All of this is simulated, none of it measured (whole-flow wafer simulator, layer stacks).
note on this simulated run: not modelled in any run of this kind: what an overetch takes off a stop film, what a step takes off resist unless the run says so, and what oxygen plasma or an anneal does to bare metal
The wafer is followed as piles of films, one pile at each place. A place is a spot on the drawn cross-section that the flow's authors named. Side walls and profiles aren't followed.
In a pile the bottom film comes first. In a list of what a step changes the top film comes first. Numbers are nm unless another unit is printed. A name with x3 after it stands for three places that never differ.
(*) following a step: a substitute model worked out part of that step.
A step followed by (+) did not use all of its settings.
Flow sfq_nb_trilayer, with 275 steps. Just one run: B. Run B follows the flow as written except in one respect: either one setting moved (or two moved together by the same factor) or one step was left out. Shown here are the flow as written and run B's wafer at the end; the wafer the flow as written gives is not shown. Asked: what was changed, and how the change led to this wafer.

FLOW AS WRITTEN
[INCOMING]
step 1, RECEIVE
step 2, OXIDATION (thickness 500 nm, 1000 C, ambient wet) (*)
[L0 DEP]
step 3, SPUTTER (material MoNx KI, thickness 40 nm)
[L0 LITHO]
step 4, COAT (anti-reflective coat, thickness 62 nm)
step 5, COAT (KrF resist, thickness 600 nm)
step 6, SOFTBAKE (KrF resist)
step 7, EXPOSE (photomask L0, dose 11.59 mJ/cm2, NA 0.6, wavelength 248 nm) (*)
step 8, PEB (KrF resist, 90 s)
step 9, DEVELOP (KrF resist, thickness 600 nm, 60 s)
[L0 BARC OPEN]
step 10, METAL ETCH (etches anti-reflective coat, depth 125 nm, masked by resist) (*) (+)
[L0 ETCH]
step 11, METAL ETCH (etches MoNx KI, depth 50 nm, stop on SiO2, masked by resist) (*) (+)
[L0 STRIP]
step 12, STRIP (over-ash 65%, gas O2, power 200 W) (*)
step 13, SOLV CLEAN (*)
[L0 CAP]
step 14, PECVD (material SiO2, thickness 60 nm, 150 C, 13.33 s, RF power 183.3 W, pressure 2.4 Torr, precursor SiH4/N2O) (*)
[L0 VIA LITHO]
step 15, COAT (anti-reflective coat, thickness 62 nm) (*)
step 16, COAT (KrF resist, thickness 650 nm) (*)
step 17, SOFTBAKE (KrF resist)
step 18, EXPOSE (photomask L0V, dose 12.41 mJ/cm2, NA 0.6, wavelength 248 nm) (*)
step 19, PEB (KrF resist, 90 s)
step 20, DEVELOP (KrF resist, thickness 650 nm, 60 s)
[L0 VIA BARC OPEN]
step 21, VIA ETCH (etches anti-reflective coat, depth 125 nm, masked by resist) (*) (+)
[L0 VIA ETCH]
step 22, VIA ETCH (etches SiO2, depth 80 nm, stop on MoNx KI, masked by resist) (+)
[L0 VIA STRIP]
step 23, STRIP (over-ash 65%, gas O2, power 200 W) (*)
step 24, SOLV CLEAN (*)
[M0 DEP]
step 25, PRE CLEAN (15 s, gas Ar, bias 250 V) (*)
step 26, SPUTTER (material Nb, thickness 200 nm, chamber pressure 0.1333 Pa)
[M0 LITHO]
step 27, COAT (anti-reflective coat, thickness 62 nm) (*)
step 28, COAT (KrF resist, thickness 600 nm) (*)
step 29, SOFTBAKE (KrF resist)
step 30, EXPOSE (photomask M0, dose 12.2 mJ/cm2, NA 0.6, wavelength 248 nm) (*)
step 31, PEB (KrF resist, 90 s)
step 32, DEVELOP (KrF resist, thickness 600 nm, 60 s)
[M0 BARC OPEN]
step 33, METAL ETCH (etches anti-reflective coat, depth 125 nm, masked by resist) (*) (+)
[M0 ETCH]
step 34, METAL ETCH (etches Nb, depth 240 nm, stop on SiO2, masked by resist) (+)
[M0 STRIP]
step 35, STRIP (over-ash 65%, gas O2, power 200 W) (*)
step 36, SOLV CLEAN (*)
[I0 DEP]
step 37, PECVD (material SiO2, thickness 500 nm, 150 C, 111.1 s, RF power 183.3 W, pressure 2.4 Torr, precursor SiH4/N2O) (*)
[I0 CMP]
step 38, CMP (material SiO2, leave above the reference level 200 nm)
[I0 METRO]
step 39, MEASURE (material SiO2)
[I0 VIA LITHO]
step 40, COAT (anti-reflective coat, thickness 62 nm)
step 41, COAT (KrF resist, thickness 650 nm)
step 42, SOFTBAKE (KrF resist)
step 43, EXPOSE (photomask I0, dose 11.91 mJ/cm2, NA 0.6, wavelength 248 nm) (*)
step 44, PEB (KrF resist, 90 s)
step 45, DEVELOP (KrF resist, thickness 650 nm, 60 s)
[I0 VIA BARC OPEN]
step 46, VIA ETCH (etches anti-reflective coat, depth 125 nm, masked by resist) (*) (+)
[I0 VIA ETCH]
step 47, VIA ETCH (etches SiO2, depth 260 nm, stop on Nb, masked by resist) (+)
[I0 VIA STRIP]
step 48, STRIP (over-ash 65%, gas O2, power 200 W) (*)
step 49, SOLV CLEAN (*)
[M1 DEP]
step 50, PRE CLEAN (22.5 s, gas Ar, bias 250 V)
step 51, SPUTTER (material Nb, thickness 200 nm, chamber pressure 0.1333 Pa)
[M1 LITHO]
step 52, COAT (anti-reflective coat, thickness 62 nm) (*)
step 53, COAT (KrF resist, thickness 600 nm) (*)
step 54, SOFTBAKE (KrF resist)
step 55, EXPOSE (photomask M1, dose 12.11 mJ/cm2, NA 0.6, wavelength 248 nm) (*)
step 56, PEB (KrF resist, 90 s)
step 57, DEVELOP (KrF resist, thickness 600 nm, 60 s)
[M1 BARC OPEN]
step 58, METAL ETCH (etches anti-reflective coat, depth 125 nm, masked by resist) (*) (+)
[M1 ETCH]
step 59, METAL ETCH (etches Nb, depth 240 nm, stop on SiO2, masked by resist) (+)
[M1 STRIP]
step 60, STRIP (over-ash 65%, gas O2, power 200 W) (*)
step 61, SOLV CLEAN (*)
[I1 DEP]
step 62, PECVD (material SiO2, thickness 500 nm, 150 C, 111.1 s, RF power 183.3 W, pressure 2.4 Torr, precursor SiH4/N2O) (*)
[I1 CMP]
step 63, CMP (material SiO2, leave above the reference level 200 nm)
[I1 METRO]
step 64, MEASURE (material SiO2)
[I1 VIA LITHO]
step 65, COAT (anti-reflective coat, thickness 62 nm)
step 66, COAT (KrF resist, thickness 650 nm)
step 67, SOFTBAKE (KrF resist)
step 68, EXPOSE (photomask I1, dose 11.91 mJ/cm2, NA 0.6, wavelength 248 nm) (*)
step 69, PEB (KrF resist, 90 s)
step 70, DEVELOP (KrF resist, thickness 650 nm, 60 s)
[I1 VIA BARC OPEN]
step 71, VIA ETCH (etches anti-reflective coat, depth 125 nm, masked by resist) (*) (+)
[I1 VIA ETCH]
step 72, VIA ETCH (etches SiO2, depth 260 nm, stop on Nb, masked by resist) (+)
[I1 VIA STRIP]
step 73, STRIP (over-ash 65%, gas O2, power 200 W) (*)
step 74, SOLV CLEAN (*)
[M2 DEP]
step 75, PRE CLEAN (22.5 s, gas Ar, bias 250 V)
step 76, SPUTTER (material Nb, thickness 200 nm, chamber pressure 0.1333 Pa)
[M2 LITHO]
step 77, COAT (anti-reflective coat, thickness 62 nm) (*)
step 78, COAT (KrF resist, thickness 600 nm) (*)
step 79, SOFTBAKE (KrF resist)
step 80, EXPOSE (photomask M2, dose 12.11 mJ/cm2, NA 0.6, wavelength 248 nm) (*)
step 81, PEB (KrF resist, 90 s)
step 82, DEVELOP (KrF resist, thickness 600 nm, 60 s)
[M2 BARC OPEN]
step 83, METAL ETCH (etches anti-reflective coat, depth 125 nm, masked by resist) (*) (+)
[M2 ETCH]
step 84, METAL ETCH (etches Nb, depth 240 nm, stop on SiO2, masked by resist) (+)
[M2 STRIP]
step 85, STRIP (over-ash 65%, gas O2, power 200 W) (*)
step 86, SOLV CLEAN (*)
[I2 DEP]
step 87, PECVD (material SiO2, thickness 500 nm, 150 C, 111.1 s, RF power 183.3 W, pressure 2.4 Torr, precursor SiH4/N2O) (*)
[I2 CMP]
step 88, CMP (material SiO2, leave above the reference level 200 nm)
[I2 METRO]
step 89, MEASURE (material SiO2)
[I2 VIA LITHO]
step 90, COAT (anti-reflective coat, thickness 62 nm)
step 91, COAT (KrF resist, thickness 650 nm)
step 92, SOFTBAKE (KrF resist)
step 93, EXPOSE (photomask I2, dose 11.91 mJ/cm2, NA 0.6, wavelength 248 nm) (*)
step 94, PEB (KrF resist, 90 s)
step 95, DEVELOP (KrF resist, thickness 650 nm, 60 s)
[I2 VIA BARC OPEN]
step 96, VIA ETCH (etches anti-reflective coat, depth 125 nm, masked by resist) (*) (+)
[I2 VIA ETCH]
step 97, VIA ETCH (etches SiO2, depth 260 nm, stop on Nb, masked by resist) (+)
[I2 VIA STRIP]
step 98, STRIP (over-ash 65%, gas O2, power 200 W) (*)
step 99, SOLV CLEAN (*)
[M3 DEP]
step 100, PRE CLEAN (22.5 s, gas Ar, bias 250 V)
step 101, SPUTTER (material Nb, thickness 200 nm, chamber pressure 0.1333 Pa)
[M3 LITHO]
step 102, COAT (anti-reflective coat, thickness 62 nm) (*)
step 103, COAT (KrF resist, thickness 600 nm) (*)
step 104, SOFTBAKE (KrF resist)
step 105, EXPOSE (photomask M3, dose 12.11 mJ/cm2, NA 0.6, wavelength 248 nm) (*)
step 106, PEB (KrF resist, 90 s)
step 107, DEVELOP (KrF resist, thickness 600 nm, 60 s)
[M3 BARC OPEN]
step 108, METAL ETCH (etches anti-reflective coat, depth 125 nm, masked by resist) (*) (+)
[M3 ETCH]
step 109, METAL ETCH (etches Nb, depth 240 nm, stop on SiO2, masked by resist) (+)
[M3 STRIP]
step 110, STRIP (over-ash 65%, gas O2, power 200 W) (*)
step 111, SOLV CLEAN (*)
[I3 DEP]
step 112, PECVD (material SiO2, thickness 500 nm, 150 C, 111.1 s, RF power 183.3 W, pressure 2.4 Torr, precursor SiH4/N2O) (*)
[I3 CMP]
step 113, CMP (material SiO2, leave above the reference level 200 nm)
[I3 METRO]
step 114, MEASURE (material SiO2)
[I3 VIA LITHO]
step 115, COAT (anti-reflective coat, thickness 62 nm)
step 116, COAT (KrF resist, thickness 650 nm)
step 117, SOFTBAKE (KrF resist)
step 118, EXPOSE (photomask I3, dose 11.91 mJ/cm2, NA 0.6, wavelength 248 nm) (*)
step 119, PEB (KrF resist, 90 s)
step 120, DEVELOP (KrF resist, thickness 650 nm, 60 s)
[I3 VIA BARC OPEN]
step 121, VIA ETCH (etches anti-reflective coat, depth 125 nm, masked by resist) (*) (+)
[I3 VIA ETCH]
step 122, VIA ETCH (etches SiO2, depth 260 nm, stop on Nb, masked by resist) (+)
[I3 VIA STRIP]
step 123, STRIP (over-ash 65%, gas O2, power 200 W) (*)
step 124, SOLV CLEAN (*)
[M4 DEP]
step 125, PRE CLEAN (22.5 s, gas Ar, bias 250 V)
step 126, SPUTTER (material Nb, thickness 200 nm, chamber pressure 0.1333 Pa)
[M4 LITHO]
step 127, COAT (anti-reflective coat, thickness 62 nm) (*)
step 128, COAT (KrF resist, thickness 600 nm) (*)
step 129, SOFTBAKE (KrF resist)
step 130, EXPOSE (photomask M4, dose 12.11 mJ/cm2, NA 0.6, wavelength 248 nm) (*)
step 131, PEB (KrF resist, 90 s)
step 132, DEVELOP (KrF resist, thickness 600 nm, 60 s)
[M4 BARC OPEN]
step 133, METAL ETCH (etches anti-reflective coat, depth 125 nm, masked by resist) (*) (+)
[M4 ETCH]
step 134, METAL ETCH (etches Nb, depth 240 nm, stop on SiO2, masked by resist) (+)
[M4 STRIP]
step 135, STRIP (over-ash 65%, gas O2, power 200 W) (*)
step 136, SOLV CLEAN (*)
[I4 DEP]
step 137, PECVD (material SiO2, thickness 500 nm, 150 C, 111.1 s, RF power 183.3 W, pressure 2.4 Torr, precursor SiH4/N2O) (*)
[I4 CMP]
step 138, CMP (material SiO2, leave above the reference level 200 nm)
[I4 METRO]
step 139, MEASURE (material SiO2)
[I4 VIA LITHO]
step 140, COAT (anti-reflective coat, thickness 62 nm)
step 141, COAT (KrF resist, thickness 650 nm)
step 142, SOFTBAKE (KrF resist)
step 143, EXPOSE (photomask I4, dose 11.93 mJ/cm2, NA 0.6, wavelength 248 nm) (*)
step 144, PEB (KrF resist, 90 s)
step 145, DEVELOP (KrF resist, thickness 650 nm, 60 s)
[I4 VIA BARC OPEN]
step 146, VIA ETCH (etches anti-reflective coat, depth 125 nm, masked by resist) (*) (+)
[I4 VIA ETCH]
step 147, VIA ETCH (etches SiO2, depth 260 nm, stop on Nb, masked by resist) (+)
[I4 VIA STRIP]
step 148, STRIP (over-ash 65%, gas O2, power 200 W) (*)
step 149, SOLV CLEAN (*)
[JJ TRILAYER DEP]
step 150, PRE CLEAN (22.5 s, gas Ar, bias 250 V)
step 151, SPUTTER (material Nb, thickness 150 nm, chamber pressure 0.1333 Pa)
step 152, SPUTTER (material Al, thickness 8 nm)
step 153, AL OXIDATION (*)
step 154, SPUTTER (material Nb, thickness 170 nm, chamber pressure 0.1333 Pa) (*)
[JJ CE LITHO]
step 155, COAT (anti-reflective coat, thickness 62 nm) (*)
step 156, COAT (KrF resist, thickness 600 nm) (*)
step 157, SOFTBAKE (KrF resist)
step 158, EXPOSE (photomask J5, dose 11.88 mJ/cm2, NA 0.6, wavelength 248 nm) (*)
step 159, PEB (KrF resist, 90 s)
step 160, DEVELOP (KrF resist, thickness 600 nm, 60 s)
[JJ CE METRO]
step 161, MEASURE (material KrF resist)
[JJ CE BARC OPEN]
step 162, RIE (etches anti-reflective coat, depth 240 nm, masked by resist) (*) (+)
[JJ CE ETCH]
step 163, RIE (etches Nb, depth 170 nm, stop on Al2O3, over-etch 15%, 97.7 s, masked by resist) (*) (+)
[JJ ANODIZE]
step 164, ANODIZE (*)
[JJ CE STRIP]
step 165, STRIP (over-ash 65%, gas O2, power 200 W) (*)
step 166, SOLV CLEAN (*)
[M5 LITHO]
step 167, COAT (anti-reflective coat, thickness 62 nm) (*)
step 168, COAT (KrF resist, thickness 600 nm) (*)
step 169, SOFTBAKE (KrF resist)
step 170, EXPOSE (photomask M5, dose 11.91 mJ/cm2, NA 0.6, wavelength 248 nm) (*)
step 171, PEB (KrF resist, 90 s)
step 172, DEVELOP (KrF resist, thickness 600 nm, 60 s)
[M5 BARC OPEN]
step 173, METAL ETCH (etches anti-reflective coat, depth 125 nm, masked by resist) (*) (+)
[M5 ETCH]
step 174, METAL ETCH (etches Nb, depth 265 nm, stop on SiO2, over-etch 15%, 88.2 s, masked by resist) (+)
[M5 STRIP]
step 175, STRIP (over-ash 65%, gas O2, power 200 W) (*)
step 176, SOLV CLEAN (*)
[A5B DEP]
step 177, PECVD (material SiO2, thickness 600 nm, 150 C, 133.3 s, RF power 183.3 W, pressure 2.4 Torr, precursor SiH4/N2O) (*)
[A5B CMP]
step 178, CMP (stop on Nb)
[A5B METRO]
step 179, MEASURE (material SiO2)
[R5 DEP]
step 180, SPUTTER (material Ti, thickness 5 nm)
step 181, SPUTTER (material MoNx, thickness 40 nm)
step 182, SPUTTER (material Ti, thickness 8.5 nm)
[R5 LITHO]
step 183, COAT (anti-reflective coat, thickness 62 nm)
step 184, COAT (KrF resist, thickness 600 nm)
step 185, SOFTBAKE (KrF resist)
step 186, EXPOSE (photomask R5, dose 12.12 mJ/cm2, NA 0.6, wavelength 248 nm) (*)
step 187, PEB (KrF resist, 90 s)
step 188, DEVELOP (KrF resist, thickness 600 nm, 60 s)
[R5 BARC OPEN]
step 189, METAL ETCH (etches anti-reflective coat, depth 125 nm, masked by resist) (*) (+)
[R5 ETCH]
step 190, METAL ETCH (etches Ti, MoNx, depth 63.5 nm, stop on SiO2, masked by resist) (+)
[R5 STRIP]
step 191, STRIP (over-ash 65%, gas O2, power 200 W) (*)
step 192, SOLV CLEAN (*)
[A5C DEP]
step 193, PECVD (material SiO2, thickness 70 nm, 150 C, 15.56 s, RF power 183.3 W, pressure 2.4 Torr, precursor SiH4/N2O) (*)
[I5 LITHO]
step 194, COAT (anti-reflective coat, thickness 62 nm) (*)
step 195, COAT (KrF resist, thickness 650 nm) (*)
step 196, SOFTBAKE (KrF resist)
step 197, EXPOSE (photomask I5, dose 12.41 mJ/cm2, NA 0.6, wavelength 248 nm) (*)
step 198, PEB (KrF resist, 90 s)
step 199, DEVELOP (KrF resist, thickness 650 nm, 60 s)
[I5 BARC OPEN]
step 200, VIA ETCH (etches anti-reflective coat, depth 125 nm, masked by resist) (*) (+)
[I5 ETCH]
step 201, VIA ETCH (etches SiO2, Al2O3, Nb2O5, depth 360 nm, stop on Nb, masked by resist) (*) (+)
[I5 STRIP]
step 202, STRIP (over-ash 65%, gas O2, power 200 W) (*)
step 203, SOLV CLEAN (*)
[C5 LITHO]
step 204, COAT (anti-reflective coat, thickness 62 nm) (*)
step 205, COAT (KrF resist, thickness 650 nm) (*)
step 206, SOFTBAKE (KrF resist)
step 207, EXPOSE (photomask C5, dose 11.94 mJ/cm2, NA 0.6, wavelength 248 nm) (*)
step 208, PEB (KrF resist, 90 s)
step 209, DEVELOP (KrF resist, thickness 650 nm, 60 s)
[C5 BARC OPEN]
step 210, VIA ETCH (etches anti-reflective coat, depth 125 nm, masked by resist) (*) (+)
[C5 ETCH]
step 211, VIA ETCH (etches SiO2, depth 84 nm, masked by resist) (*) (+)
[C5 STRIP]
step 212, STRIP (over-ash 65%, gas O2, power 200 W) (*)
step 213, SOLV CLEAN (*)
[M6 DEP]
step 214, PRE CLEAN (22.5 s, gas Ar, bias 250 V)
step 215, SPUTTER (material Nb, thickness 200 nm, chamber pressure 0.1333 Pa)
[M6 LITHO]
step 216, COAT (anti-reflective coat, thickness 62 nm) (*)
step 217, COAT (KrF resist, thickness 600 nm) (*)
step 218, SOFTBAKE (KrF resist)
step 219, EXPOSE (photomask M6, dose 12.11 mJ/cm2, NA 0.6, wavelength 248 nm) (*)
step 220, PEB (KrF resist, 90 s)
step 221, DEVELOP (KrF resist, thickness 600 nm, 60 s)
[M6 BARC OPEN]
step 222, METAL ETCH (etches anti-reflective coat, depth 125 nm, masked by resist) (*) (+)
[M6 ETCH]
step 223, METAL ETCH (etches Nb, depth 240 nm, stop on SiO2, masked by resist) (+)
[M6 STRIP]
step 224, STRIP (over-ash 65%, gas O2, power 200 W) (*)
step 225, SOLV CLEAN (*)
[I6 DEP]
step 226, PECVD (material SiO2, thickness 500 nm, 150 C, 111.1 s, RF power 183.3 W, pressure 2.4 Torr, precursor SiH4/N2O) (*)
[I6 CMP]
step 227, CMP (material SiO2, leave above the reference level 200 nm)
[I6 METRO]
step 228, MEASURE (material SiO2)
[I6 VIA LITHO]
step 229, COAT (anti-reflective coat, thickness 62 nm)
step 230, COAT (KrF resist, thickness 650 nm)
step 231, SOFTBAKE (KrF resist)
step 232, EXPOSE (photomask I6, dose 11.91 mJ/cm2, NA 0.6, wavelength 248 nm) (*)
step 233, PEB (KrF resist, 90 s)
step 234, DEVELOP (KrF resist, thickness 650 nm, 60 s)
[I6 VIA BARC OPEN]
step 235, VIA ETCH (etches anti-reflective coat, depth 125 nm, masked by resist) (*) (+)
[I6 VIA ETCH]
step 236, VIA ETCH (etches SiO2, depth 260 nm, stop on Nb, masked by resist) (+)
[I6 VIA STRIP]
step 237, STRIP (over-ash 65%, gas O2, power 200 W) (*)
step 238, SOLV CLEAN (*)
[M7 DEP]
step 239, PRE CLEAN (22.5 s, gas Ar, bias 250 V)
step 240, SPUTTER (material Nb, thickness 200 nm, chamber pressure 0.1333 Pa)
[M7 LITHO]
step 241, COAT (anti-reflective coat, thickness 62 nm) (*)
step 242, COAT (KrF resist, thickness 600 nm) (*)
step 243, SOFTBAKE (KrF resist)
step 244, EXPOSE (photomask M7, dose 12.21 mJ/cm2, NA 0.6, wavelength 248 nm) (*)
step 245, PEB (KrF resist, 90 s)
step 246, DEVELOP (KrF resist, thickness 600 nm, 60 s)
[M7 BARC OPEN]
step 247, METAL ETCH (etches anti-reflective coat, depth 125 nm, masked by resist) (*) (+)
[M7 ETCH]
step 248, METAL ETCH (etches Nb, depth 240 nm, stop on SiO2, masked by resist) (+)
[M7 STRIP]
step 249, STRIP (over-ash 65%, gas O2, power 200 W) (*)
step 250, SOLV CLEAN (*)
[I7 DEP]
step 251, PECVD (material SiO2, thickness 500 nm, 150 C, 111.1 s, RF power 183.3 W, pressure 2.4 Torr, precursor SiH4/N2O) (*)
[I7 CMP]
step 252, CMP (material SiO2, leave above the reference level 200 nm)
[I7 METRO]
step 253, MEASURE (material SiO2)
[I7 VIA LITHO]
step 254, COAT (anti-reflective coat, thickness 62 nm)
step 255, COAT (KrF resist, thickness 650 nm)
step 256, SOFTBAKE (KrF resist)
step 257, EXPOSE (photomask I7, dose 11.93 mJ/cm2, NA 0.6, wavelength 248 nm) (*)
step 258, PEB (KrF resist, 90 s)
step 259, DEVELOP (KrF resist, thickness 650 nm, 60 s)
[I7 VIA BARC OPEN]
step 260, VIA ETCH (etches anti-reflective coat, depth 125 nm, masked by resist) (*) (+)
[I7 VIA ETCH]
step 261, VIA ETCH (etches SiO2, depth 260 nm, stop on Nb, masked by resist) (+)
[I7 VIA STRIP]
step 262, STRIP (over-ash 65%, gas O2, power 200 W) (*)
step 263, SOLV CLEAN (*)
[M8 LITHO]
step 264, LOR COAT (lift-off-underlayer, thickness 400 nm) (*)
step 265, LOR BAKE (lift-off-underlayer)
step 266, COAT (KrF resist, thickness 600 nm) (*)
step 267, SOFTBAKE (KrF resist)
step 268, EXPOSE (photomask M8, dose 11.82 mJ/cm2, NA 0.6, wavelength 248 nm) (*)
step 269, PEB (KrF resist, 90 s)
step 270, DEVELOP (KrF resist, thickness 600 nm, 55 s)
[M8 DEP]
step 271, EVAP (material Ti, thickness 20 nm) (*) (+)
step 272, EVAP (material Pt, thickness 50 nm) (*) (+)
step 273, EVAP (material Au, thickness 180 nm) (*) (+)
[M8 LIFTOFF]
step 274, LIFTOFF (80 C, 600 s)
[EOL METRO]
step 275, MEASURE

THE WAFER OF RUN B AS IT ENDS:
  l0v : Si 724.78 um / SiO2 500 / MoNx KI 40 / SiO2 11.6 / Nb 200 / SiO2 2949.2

Cause: step 22, VIA ETCH: depth 43.2 nm was run, whereas the flow has depth 80 nm.

The path from the change to this, step by step:
  step 22, VIA ETCH (etches SiO2, depth 80 nm, stop on MoNx KI, masked by resist) (+)
      l0v: -43.2 SiO2 (as written it would have been: -59.8 SiO2 (all of it))
      field_l, v_sur, via_wl and 102 more: -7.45 KrF resist (as written it would have been: -13.8 KrF resist)
  step 25, PRE CLEAN (15 s, gas Ar, bias 250 V) (*)
      l0v: -5 SiO2 (as written it would have been: -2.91 MoNx KI)
  step 26, SPUTTER (material Nb, thickness 200 nm, chamber pressure 0.1333 Pa)
      l0v: +200 Nb (new film) (as written it would have been: +195.7 Nb (new film))
  step 27, COAT (anti-reflective coat, thickness 62 nm) (*)
      l0_sur: +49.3 anti-reflective coat (new film) (as written it would have been: +47.5 anti-reflective coat (new film))
      l0v: +73.1 anti-reflective coat (new film) (as written it would have been: +78 anti-reflective coat (new film))
  step 35, STRIP (over-ash 65%, gas O2, power 200 W) (*)
      l0_sur: -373 KrF resist (all of it), -49.3 anti-reflective coat (all of it) (as written it would have been: -372 KrF resist (all of it), -47.5 anti-reflective coat (all of it))
      l0v: -395.2 KrF resist (all of it), -73.1 anti-reflective coat (all of it) (as written it would have been: -405.3 KrF resist (all of it), -78 anti-reflective coat (all of it))
  step 38, CMP (material SiO2, leave above the reference level 200 nm)
      l0v: -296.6 SiO2 (as written it would have been: -277.8 SiO2)
With metal films that touch counted as one body, l0v has 2 bodies (between them, from the top down: SiO2 11.6); the flow as written gives 1 body.
